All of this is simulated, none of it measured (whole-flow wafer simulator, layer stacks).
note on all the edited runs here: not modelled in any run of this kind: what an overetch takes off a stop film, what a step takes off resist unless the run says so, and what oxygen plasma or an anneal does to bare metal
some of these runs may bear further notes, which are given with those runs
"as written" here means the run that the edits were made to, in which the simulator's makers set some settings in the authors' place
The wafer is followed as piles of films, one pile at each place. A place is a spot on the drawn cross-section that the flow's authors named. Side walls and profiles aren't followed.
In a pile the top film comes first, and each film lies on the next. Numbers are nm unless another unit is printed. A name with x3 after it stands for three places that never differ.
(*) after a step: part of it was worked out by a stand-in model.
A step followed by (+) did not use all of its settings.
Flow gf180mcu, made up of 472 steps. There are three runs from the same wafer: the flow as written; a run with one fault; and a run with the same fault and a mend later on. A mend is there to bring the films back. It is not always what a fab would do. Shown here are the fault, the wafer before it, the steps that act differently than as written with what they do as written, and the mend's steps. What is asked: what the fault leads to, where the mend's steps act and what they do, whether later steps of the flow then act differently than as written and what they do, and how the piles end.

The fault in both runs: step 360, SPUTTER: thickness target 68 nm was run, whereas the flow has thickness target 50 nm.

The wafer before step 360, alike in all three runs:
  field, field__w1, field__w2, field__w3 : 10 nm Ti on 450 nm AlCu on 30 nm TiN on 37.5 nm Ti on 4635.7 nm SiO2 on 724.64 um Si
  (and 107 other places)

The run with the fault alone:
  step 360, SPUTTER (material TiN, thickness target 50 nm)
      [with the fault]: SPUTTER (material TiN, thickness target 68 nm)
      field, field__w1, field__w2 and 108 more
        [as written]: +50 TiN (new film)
        [with the fault]: +68 TiN (new film)
  Steps later in the flow that act otherwise than as written (4 other steps are not shown; they differ only slightly, by no more than 2% or 0.5 nm, whichever is larger):
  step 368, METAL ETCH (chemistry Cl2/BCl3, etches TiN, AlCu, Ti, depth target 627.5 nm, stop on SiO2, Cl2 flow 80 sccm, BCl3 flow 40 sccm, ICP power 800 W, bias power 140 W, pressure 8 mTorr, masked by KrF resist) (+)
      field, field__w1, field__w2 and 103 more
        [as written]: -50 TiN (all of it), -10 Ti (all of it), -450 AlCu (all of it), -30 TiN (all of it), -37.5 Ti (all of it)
        [with the fault]: -68 TiN (all of it), -10 Ti (all of it), -450 AlCu (all of it), -30 TiN (all of it), -37.5 Ti (all of it)
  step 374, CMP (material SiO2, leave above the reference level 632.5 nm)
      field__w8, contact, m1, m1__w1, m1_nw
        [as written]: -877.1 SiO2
        [with the fault]: -895.1 SiO2
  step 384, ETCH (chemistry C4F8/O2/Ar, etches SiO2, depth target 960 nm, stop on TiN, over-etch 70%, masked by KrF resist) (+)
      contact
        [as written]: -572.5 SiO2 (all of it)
        [with the fault]: -554.5 SiO2 (all of it)
  The piles end different from the flow's at field__w8, contact, m1, m1__w1, m1_nw by more than 2% or 0.5 nm, whichever is larger.
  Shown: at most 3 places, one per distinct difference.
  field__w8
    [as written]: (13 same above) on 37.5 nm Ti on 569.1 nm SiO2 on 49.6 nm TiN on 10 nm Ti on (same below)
    [with the fault]: (13 same above) on 37.5 nm Ti on 551.1 nm SiO2 on 67.6 nm TiN on 10 nm Ti on (same below)
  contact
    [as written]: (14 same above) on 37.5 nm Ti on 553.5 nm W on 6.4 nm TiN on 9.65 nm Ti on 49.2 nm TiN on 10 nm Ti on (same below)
    [with the fault]: (14 same above) on 37.5 nm Ti on 535.3 nm W on 6.47 nm TiN on 9.75 nm Ti on 67.2 nm TiN on 10 nm Ti on (same below)

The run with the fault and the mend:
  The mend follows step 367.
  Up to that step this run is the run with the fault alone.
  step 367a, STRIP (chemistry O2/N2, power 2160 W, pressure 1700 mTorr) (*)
      field__w8, contact, m1, m1__w1, m1_nw
        -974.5 KrF resist (all of it)
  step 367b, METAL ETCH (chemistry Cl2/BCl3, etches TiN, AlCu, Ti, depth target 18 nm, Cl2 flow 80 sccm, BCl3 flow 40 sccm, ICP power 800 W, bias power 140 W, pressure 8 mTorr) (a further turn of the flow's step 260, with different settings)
      field, field__w1, field__w2 and 108 more
        -18 TiN
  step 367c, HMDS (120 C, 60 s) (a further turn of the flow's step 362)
      does not change any film at any place that is followed
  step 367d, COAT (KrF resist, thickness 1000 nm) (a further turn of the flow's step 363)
      field, field__w1, field__w2 and 108 more
        +1000 KrF resist (new film)
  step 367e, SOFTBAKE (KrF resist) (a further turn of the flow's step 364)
      does not change any film at any place that is followed
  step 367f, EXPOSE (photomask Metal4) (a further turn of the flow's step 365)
      does not change any film at any place that is followed
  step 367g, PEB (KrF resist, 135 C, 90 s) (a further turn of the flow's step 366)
      field, field__w1, field__w2 and 108 more
        -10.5 KrF resist
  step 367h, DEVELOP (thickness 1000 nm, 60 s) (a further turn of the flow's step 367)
      field, field__w1, field__w2 and 103 more
        -989.5 KrF resist (all of it)
      field__w8, contact, m1, m1__w1, m1_nw
        -14.9 KrF resist
  Every later step of the flow that is run acts as written at every place that is followed.
  At every place that both follow, the piles at the end match the flow's.
